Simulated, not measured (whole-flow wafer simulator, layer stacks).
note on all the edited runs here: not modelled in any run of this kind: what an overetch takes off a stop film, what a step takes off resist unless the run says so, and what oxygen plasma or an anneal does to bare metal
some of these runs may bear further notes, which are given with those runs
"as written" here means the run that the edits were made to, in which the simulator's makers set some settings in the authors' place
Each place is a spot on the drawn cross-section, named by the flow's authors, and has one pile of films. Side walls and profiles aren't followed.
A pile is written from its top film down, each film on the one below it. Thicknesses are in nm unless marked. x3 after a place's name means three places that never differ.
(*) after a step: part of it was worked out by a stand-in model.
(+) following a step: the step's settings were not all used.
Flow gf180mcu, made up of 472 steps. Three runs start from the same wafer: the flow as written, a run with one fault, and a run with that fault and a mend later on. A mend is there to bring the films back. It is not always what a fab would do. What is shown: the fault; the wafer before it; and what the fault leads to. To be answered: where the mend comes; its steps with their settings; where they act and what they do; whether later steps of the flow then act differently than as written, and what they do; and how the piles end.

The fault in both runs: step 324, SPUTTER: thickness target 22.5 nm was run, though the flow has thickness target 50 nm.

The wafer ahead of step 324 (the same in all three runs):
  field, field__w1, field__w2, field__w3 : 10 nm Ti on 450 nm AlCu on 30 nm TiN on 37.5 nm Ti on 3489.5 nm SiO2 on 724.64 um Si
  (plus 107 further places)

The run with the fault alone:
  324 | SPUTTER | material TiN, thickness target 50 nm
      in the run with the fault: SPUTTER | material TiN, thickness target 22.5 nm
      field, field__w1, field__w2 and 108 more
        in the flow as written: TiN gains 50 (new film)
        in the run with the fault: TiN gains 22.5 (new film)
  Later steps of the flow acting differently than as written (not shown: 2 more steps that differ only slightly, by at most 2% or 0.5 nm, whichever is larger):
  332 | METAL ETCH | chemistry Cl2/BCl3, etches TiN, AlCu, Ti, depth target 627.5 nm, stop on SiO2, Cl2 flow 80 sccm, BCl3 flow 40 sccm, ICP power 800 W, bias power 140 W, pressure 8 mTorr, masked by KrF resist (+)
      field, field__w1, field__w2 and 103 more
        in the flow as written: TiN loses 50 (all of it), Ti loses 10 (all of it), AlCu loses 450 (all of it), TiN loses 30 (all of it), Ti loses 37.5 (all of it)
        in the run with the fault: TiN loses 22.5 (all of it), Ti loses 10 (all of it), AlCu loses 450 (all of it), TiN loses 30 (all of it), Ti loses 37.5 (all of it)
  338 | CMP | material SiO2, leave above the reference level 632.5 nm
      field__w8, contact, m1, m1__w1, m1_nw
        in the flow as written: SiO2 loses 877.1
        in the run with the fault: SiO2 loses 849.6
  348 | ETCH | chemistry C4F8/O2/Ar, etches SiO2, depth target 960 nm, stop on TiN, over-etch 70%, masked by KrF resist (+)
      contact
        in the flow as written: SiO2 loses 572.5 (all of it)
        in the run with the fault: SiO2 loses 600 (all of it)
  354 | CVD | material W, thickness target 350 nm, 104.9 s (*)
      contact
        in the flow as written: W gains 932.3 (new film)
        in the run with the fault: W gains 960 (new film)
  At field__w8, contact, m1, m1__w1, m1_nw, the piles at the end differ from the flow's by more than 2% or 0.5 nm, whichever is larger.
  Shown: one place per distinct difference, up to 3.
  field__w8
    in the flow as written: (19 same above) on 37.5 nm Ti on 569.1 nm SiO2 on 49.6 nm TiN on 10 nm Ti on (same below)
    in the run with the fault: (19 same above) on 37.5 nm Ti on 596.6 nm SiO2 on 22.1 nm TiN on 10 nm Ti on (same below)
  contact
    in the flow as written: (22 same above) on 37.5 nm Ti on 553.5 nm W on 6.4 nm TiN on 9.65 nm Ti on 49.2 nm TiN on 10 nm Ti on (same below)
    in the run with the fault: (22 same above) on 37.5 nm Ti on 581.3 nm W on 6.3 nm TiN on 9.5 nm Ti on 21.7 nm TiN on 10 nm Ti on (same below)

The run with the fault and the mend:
  The mend follows step 331.
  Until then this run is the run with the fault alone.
  331a | STRIP | chemistry O2/N2, power 2160 W, pressure 1700 mTorr (*)
      field__w8, contact, m1, m1__w1, m1_nw
        KrF resist loses 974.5 (all of it)
  331b | SPUTTER | material TiN, thickness target 27.5 nm (a further turn of the flow's step 324, with different settings)
      field, field__w1, field__w2 and 108 more
        TiN gains 27.5
  331c | HMDS | 120 C, 60 s (a further turn of the flow's step 326)
      does not change any film at any place that is followed
  331d | COAT | KrF resist, thickness 1000 nm (a further turn of the flow's step 327)
      field, field__w1, field__w2 and 108 more
        KrF resist gains 1000 (new film)
  331e | SOFTBAKE | KrF resist (a further turn of the flow's step 328)
      does not change any film at any place that is followed
  331f | EXPOSE | photomask Metal3 (a further turn of the flow's step 329)
      does not change any film at any place that is followed
  331g | PEB | KrF resist, 135 C, 90 s (a further turn of the flow's step 330)
      field, field__w1, field__w2 and 108 more
        KrF resist loses 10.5
  331h | DEVELOP | thickness 1000 nm, 60 s (a further turn of the flow's step 331)
      field, field__w1, field__w2 and 103 more
        KrF resist loses 989.5 (all of it)
      field__w8, contact, m1, m1__w1, m1_nw
        KrF resist loses 14.9
  Every later step of the flow that is run acts as written at every place that is followed.
  The piles end the same as the flow's at every place that both follow.
